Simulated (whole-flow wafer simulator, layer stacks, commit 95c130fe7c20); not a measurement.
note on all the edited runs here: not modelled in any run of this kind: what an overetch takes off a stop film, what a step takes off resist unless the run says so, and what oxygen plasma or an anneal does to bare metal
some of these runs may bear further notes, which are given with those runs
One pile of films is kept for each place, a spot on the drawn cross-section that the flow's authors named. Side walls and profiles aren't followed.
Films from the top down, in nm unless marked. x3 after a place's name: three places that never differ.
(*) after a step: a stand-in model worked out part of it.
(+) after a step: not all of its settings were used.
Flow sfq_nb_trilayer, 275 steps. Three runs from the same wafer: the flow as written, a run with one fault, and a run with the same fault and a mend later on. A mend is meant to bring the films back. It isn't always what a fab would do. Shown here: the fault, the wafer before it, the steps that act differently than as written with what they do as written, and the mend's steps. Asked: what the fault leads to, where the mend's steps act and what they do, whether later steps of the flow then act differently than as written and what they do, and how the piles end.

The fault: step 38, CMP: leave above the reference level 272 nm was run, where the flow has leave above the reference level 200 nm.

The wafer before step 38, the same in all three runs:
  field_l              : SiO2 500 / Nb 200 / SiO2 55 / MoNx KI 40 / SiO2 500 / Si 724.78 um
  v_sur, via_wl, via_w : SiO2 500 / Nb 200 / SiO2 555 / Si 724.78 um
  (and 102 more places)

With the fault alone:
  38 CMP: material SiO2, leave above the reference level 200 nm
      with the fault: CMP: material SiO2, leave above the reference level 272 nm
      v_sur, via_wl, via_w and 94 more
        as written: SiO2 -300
        with the fault: SiO2 -228
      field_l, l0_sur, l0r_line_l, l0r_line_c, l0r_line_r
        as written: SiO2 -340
        with the fault: SiO2 -268
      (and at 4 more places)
  Later steps of the flow that act differently than as written (4 more steps differ only slightly, by at most 2% or 0.5 nm, whichever is larger, and aren't shown):
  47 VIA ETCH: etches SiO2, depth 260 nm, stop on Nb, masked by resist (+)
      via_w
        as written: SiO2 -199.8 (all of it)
        with the fault: SiO2 -260
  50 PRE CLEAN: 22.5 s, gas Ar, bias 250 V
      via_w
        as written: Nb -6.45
        with the fault: SiO2 -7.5
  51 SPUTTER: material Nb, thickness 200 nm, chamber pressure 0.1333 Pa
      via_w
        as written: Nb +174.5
        with the fault: Nb +163.1 (new film)
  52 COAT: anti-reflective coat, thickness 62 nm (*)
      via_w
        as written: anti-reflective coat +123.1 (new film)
        with the fault: anti-reflective coat +136.1 (new film)
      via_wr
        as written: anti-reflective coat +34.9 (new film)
        with the fault: anti-reflective coat +33.2 (new film)
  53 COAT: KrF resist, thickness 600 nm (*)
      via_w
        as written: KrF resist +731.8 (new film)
        with the fault: KrF resist +781.6 (new film)
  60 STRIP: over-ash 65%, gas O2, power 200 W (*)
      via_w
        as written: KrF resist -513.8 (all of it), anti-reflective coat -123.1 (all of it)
        with the fault: KrF resist -563.6 (all of it), anti-reflective coat -136.1 (all of it)
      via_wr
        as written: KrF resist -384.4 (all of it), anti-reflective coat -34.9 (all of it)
        with the fault: KrF resist -378.6 (all of it), anti-reflective coat -33.2 (all of it)
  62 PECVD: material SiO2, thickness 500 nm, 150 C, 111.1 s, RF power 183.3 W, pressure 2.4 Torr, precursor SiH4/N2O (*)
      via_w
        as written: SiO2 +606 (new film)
        with the fault: SiO2 +678.7 (new film)
  At the end the piles differ from the flow's by more than 2% or 0.5 nm, whichever is larger, at field_l, v_sur, via_wl and 103 more.
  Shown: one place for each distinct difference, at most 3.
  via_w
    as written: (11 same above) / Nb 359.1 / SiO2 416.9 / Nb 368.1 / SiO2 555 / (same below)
    with the fault: (11 same above) / Nb 359.1 / SiO2 489.6 / Nb 163.1 / SiO2 4.34 / Nb 200 / SiO2 555 / (same below)
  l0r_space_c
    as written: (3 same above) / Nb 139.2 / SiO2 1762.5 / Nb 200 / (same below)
    with the fault: (3 same above) / Nb 139.2 / SiO2 1834.5 / Nb 200 / (same below)
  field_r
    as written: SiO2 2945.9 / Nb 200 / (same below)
    with the fault: SiO2 3017.9 / Nb 200 / (same below)

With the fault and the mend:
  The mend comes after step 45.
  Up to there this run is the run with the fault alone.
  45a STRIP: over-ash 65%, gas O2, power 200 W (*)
      field_l, v_sur, via_wl and 102 more
        KrF resist -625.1 (all of it), anti-reflective coat -62 (all of it)
      via_w
        anti-reflective coat -62 (all of it)
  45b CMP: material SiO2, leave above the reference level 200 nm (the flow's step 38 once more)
      field_l, v_sur, via_wl and 103 more
        SiO2 -72
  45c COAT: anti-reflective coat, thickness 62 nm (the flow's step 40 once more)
      field_l, v_sur, via_wl and 103 more
        anti-reflective coat +62 (new film)
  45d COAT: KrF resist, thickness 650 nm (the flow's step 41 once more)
      field_l, v_sur, via_wl and 103 more
        KrF resist +650 (new film)
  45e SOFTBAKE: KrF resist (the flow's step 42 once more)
      changes no film at any place that is followed
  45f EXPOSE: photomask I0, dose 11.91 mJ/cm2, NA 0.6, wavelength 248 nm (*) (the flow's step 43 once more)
      changes no film at any place that is followed
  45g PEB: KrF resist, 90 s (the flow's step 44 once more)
      field_l, v_sur, via_wl and 103 more
        KrF resist -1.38
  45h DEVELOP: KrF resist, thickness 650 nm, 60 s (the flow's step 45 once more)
      field_l, v_sur, via_wl and 102 more
        KrF resist -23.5
      via_w
        KrF resist -648.6 (all of it)
  No later step of the flow acts differently than as written at any place that is followed.
  At the end the piles are the same as the flow's at every place that both follow.
